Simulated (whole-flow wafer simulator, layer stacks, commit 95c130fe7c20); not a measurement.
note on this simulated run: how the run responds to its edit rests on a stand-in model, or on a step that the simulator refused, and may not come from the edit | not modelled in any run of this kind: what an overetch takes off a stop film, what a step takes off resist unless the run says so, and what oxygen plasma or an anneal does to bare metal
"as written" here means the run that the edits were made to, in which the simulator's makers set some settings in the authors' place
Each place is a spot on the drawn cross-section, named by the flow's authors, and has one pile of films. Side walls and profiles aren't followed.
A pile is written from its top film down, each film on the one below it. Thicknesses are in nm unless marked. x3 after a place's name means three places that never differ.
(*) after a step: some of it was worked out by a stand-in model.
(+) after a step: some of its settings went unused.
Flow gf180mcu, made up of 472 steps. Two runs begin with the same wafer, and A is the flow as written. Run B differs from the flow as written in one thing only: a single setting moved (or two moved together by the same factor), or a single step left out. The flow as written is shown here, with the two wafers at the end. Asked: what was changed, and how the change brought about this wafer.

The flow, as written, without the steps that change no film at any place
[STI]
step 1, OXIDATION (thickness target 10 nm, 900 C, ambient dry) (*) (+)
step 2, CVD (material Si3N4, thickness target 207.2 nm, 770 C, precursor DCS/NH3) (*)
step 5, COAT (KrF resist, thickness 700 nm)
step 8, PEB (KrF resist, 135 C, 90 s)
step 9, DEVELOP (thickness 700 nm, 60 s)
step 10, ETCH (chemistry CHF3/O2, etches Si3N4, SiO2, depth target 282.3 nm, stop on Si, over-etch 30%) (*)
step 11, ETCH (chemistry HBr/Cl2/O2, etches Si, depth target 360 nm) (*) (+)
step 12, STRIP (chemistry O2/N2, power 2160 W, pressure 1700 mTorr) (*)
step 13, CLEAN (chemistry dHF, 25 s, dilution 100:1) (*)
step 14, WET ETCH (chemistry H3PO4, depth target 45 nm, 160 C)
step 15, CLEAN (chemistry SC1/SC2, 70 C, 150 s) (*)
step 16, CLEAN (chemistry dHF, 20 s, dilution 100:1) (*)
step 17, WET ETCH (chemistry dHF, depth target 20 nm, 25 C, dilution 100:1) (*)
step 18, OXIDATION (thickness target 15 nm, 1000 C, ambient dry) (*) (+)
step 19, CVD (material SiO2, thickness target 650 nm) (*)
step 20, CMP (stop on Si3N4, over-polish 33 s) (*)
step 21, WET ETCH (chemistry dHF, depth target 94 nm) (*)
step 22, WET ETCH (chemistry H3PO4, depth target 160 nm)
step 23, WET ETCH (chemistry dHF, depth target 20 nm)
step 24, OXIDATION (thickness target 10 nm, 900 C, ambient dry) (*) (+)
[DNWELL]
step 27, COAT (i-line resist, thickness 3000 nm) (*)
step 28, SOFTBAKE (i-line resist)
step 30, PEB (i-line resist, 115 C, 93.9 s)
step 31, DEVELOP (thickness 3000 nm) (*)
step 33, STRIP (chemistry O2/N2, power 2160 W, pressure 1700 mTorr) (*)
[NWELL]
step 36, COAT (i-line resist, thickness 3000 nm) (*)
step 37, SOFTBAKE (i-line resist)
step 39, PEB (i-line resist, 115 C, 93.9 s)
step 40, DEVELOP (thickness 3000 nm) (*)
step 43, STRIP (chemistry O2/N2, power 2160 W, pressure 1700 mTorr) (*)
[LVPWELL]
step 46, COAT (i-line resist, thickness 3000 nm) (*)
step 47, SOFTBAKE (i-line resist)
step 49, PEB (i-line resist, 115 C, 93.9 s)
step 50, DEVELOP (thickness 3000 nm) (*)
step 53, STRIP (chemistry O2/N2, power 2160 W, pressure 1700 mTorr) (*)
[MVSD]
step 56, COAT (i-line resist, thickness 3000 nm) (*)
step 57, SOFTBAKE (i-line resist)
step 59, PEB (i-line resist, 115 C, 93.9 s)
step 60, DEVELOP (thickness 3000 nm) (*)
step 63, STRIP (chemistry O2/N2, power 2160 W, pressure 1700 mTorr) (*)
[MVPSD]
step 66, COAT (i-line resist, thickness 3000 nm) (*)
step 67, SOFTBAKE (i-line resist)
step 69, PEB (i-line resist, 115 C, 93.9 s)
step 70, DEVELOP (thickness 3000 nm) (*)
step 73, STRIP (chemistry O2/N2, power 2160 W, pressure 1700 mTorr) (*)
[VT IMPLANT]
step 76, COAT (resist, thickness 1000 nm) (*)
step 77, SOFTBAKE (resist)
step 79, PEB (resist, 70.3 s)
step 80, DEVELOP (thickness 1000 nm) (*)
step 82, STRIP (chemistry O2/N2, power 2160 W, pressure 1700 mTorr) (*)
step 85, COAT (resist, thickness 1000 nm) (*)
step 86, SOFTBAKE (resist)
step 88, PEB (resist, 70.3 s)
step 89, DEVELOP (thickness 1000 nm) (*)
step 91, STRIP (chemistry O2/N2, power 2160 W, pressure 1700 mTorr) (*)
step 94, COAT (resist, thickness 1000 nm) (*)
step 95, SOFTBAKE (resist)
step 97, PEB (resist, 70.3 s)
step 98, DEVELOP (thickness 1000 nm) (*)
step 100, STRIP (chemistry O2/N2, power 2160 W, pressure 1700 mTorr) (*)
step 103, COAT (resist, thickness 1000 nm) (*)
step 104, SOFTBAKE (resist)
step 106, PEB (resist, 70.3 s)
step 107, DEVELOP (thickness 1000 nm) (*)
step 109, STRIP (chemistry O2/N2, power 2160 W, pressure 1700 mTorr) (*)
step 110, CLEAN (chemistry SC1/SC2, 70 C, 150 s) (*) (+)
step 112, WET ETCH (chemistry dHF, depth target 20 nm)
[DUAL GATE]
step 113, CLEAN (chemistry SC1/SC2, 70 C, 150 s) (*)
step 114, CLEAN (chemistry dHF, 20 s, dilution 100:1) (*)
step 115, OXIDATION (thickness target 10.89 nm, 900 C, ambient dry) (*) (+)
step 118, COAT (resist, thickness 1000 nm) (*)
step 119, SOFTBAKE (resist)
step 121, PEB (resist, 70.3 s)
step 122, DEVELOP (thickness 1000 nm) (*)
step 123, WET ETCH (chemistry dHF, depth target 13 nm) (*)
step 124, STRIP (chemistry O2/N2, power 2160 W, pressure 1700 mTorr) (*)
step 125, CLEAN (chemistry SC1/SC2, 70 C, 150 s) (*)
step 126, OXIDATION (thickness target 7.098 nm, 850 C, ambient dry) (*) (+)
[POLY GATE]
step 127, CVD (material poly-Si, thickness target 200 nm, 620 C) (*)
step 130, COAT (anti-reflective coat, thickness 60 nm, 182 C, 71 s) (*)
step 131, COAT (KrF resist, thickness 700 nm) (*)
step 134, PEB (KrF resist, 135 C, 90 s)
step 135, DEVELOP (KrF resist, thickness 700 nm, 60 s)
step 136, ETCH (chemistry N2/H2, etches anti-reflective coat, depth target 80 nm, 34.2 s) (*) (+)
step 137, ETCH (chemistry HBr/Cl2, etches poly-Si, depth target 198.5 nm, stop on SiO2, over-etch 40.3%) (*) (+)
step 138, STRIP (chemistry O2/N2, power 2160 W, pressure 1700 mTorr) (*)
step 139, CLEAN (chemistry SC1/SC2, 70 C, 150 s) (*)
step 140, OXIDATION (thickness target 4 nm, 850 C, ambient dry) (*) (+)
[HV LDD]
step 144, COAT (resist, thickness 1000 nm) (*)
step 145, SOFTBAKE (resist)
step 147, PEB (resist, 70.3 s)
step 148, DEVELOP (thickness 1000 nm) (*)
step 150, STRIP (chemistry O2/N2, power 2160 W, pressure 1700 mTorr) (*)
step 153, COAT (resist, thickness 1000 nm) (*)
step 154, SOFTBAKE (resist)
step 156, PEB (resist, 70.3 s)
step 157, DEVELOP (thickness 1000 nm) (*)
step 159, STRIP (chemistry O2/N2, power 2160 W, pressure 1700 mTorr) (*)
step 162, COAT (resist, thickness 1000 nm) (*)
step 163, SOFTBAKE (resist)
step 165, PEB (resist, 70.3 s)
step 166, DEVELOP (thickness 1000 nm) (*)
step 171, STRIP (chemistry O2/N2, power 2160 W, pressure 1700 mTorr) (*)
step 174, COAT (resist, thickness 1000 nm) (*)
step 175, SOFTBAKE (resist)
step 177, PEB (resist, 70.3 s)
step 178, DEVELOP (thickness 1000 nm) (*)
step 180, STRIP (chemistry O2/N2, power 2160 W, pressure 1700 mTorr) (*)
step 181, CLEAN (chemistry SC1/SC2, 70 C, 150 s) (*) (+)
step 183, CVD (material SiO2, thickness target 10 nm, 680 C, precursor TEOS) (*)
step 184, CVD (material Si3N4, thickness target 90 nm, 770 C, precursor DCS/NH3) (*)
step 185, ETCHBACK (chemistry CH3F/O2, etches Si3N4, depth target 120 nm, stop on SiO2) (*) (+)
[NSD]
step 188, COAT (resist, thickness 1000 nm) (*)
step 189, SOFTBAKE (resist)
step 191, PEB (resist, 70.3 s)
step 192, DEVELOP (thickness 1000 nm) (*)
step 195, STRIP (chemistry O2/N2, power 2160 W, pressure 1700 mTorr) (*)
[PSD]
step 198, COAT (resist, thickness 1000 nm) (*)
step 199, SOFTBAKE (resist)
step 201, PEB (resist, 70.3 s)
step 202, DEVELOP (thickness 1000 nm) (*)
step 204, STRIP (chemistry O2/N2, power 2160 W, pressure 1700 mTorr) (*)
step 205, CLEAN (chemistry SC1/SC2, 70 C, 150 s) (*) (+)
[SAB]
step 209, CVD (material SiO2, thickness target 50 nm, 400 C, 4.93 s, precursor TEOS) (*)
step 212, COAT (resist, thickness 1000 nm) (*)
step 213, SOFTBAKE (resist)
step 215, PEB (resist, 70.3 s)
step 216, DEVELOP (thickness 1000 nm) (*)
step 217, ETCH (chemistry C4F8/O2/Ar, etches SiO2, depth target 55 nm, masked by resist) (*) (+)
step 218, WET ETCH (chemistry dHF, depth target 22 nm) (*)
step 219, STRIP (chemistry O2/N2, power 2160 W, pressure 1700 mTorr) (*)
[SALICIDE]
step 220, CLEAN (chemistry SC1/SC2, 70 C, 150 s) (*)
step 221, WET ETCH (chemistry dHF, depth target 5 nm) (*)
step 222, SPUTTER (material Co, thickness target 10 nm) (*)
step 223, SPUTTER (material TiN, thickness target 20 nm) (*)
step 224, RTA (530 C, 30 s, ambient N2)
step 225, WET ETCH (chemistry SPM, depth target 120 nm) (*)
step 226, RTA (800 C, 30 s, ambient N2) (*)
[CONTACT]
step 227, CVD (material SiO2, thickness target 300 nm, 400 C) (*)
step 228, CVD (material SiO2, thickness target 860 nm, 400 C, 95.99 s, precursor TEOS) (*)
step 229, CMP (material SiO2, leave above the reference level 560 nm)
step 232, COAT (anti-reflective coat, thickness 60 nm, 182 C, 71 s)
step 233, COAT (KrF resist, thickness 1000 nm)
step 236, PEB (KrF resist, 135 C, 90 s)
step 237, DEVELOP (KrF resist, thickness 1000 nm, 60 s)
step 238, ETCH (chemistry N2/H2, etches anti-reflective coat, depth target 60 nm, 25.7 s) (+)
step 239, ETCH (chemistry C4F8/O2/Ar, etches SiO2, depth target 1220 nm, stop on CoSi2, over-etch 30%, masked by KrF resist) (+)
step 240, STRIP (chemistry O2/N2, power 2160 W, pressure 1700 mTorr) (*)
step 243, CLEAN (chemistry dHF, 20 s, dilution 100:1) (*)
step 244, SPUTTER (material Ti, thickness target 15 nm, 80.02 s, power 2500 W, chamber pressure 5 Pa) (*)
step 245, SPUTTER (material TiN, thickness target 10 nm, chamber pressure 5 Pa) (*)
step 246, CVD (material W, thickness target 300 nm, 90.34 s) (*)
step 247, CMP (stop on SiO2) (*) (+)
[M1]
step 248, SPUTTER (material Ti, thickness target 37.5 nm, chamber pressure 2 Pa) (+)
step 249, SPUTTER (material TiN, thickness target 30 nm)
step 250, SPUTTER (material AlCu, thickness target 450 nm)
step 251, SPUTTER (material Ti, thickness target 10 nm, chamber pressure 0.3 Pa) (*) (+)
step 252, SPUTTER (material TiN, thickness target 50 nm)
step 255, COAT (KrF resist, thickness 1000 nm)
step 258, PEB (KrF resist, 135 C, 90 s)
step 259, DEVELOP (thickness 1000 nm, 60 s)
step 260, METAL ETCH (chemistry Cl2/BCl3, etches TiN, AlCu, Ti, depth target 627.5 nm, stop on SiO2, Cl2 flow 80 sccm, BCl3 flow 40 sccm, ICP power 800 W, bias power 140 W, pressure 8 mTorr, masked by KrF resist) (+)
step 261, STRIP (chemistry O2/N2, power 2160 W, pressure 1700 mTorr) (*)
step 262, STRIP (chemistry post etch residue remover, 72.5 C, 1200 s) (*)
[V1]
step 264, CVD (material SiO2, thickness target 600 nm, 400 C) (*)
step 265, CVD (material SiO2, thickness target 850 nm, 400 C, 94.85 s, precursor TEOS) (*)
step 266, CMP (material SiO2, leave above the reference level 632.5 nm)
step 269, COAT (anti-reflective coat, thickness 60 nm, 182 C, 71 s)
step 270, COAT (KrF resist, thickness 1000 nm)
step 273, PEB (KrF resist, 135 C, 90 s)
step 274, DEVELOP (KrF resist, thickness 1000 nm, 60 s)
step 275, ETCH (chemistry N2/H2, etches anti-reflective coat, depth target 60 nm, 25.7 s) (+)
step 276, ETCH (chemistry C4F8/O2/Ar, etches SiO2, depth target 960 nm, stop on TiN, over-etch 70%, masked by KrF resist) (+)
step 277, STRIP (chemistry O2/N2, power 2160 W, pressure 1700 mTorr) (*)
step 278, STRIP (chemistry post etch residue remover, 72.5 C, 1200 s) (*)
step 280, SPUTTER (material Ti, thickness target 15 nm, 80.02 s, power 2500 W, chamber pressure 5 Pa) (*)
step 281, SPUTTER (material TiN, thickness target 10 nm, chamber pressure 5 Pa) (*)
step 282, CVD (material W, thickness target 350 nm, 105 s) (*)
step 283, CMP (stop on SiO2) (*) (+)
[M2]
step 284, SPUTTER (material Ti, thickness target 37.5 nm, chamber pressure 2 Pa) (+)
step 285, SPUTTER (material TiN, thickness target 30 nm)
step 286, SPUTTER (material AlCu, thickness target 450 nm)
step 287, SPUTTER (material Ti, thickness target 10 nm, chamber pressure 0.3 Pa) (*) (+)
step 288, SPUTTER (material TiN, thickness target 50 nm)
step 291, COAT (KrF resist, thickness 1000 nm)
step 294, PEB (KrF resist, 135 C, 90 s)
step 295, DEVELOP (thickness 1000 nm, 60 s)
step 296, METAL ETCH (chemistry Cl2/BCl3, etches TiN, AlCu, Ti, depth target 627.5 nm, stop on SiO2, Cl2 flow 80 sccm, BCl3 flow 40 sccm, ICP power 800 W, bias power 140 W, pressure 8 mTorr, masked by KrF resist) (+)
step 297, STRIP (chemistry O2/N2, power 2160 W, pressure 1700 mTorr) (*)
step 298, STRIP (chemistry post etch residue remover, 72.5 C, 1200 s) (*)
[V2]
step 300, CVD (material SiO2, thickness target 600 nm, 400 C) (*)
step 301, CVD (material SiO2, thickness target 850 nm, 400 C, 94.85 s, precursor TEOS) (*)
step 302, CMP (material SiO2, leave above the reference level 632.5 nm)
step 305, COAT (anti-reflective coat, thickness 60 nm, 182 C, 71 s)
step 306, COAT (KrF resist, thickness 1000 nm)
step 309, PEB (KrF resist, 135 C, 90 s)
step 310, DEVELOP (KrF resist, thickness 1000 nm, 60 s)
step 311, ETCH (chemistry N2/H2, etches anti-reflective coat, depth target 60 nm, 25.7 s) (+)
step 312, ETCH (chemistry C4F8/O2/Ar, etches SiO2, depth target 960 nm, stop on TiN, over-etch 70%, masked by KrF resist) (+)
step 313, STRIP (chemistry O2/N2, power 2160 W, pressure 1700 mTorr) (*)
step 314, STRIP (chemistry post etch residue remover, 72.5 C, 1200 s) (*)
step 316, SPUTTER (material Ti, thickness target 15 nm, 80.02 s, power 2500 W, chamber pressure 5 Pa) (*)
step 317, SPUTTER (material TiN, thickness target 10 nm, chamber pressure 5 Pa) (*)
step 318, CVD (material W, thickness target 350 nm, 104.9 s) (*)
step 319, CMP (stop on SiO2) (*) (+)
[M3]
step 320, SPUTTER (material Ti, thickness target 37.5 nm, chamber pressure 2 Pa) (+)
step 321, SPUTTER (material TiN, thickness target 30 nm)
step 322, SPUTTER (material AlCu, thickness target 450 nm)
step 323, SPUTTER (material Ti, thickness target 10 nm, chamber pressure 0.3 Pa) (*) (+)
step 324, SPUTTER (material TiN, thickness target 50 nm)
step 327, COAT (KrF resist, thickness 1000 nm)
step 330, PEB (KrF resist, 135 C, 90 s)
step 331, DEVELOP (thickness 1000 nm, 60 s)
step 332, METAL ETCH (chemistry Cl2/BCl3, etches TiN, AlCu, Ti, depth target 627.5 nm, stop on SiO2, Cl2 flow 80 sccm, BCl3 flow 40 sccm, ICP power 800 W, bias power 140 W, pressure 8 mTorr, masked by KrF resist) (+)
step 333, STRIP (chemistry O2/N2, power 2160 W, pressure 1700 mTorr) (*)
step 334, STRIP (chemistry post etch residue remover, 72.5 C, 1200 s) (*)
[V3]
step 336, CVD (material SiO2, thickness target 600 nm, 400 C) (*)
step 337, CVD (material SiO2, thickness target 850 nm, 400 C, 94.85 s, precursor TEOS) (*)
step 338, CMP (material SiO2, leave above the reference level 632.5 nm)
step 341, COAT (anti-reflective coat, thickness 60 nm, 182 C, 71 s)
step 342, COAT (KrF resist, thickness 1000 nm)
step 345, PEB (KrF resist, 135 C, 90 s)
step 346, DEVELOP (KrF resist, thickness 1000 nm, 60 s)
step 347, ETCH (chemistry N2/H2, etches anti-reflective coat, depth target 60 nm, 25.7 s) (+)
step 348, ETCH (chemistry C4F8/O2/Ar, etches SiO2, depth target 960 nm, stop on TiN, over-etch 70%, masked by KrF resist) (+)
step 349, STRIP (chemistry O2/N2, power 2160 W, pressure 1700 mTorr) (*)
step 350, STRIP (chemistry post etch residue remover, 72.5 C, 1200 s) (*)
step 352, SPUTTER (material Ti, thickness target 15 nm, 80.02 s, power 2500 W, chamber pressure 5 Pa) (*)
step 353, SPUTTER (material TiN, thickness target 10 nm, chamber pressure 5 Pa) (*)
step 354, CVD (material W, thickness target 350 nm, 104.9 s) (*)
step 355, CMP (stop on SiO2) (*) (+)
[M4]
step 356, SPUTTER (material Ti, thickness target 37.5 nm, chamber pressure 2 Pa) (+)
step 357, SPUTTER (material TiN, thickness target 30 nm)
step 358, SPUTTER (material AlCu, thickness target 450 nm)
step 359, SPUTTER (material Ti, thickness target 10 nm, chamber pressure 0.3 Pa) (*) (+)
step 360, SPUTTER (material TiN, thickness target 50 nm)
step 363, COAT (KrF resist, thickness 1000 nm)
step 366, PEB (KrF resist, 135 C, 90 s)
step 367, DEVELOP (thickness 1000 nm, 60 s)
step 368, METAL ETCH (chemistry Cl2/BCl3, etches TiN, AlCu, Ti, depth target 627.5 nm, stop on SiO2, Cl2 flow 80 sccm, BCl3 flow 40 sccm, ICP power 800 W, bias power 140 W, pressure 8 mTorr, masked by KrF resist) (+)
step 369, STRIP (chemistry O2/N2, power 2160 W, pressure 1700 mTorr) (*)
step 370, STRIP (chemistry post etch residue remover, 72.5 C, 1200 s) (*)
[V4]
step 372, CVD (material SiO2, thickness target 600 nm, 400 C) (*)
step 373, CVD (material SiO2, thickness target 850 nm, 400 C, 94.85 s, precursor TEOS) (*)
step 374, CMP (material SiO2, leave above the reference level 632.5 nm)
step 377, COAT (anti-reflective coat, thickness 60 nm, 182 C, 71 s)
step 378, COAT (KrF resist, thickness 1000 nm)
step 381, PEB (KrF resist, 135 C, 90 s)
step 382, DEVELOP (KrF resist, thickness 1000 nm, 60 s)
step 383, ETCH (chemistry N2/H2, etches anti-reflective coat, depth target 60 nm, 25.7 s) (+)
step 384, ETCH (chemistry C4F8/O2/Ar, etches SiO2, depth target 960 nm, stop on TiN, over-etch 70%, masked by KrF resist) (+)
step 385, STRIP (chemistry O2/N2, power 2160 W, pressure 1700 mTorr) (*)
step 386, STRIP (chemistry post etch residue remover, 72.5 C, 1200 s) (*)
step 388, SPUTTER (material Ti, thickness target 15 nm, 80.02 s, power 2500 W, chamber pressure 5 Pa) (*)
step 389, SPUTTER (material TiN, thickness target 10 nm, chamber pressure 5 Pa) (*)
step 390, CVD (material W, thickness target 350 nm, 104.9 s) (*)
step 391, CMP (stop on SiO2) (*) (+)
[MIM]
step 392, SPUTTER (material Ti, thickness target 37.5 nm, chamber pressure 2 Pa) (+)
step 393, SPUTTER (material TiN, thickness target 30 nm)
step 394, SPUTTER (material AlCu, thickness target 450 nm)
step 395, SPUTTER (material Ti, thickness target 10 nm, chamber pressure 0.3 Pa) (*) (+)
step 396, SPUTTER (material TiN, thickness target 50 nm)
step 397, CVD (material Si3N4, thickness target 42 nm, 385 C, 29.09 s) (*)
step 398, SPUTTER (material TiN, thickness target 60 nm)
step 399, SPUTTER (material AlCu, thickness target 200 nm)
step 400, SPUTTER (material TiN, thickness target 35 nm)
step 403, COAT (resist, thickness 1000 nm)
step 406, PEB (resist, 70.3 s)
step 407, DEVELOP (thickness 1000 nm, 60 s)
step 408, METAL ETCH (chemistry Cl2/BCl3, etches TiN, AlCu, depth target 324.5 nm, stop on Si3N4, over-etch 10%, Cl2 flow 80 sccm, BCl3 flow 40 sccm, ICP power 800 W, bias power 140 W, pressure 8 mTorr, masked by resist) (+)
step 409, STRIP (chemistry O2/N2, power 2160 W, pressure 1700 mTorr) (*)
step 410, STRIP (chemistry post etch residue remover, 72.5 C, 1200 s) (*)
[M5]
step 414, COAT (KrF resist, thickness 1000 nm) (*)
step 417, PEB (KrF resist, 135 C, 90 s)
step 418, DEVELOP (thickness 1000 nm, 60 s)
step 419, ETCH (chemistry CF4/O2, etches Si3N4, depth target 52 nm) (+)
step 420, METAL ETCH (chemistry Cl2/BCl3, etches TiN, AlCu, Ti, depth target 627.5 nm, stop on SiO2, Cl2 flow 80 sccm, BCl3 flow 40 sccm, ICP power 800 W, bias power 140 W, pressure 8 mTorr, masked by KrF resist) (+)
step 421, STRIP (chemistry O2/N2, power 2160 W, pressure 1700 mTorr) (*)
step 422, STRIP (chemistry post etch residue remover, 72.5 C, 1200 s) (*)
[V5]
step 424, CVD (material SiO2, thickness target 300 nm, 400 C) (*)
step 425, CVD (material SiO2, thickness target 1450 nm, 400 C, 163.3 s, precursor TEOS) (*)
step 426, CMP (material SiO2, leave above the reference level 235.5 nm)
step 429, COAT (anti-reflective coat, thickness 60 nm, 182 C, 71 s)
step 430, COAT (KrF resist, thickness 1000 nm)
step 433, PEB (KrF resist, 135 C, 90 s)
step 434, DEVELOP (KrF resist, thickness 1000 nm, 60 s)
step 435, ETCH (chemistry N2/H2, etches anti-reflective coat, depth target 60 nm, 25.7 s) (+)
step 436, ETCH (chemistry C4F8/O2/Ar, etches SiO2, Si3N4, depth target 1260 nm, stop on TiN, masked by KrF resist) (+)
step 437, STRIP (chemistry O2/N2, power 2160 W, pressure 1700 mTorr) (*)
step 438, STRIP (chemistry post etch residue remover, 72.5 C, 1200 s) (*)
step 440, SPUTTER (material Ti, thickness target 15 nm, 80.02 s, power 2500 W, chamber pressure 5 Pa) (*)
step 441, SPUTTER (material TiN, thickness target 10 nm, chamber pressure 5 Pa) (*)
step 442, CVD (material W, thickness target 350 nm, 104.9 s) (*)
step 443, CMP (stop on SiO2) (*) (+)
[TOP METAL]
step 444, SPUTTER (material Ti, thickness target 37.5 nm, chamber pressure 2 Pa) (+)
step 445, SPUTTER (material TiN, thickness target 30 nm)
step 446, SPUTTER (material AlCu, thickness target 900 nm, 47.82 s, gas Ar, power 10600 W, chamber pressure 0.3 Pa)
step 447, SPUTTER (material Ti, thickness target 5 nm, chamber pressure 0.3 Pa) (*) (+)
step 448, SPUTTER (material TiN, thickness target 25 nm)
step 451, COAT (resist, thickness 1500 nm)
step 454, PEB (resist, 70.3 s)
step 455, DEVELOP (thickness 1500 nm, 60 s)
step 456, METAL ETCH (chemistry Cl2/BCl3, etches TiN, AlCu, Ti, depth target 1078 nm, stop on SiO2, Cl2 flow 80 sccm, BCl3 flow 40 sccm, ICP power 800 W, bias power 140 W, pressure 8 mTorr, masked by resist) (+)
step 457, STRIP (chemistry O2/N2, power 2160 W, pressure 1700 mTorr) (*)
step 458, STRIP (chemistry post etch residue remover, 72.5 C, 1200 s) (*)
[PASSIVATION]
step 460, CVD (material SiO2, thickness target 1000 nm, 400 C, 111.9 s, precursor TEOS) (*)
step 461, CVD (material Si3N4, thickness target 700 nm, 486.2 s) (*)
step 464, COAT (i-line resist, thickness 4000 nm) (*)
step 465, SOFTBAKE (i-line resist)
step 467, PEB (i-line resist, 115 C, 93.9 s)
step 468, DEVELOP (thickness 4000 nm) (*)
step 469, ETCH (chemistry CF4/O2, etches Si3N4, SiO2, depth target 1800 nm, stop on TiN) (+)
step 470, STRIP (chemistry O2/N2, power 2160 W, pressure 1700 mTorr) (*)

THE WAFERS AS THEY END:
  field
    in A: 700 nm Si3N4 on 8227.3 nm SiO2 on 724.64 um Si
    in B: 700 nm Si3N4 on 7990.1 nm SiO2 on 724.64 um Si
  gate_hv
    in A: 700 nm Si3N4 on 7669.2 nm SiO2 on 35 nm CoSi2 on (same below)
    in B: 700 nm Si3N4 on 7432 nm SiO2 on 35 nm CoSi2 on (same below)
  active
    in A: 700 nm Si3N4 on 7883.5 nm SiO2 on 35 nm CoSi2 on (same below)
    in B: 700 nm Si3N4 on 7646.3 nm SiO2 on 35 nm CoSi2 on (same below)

What caused this: step 266, CMP: leave above the reference level 395.3 nm was run, whereas the flow has leave above the reference level 632.5 nm.

Step by step, how the change led to this:
  step 266, CMP (material SiO2, leave above the reference level 632.5 nm)
      field, field__w1, field__w2 and 99 more: A SiO2 loses 300 | B SiO2 loses 537.2
      field__w8, contact, m1 and 6 more: A SiO2 loses 877.1 | B SiO2 loses 1114.3
  step 276, ETCH (chemistry C4F8/O2/Ar, etches SiO2, depth target 960 nm, stop on TiN, over-etch 70%, masked by KrF resist) (+)
      field, field__w1, field__w2 and 107 more: A KrF resist loses 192 | B KrF resist loses 114
      contact: A SiO2 loses 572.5 (all of it) | B SiO2 loses 335.3 (all of it)
  step 277, STRIP (chemistry O2/N2, power 2160 W, pressure 1700 mTorr) (*)
      field, field__w1, field__w2 and 107 more: A KrF resist loses 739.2 (all of it), anti-reflective coat loses 60 (all of it) | B KrF resist loses 817.2 (all of it), anti-reflective coat loses 60 (all of it)
  step 280, SPUTTER (material Ti, thickness target 15 nm, 80.02 s, power 2500 W, chamber pressure 5 Pa) (*)
      contact: A Ti gains 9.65 (new film) | B Ti gains 11.2 (new film)
  step 281, SPUTTER (material TiN, thickness target 10 nm, chamber pressure 5 Pa) (*)
      contact: A TiN gains 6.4 (new film) | B TiN gains 7.41 (new film)
  step 282, CVD (material W, thickness target 350 nm, 105 s) (*)
      contact: A W gains 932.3 (new film) | B W gains 692.6 (new film)
